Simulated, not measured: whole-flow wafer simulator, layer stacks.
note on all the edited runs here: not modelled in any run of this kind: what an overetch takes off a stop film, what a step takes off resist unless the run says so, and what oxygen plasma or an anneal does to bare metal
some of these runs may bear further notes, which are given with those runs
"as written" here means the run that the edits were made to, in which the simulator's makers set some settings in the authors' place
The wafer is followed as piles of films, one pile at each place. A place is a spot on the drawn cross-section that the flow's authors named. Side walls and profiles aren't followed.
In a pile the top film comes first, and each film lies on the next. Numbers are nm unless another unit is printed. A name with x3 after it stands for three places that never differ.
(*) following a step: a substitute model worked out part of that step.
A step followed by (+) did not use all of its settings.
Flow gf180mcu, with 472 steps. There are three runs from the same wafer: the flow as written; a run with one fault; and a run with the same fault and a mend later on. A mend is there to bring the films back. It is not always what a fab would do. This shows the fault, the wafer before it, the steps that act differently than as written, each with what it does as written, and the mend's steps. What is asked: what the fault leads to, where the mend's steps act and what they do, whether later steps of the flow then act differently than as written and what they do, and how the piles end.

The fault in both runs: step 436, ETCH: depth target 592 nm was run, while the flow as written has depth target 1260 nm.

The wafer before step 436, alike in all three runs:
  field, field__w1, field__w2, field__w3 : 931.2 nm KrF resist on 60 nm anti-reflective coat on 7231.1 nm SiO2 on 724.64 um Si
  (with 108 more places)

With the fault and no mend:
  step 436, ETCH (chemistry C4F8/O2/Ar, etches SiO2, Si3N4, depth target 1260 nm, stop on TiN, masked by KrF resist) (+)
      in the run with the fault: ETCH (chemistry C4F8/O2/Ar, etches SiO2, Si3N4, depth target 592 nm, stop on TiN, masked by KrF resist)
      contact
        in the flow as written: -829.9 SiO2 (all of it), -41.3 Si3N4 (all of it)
        in the run with the fault: -592 SiO2
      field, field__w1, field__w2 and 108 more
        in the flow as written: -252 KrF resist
        in the run with the fault: -118.4 KrF resist
  Later steps of the flow acting differently than as written (not shown: 1 more step that differs only slightly, by at most 2% or 0.5 nm, whichever is larger):
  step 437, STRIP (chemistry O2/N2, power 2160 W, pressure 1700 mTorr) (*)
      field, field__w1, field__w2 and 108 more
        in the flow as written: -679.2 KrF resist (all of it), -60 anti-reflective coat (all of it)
        in the run with the fault: -812.8 KrF resist (all of it), -60 anti-reflective coat (all of it)
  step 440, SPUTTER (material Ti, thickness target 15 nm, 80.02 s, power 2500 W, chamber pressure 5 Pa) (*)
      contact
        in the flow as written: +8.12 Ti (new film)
        in the run with the fault: +9.55 Ti (new film)
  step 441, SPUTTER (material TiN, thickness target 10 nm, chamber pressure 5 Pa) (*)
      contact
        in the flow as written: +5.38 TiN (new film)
        in the run with the fault: +6.33 TiN (new film)
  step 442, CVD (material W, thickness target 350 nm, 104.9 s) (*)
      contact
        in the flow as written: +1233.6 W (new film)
        in the run with the fault: +951.6 W (new film)
  The piles end different from the flow's at contact by more than 2% or 0.5 nm, whichever is larger.
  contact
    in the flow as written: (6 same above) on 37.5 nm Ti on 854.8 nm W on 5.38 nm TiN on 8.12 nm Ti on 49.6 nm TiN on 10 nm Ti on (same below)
    in the run with the fault: (6 same above) on 37.5 nm Ti on 572.8 nm W on 6.33 nm TiN on 9.55 nm Ti on 237.9 nm SiO2 on 41.3 nm Si3N4 on 50 nm TiN on 10 nm Ti on (same below)

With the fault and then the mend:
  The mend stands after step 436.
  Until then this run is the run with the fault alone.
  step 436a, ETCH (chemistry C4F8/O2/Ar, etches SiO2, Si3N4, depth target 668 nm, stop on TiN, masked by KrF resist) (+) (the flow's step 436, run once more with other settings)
      field, field__w1, field__w2 and 108 more
        -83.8 KrF resist
      contact
        -237.9 SiO2 (all of it), -41.3 Si3N4 (all of it)
  Later steps of the flow acting differently than as written:
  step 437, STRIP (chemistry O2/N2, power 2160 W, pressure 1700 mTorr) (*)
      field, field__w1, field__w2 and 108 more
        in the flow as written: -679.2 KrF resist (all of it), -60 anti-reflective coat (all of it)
        in the run with the mend: -729 KrF resist (all of it), -60 anti-reflective coat (all of it)
  By the end, the piles equal the flow's at every place that both follow.
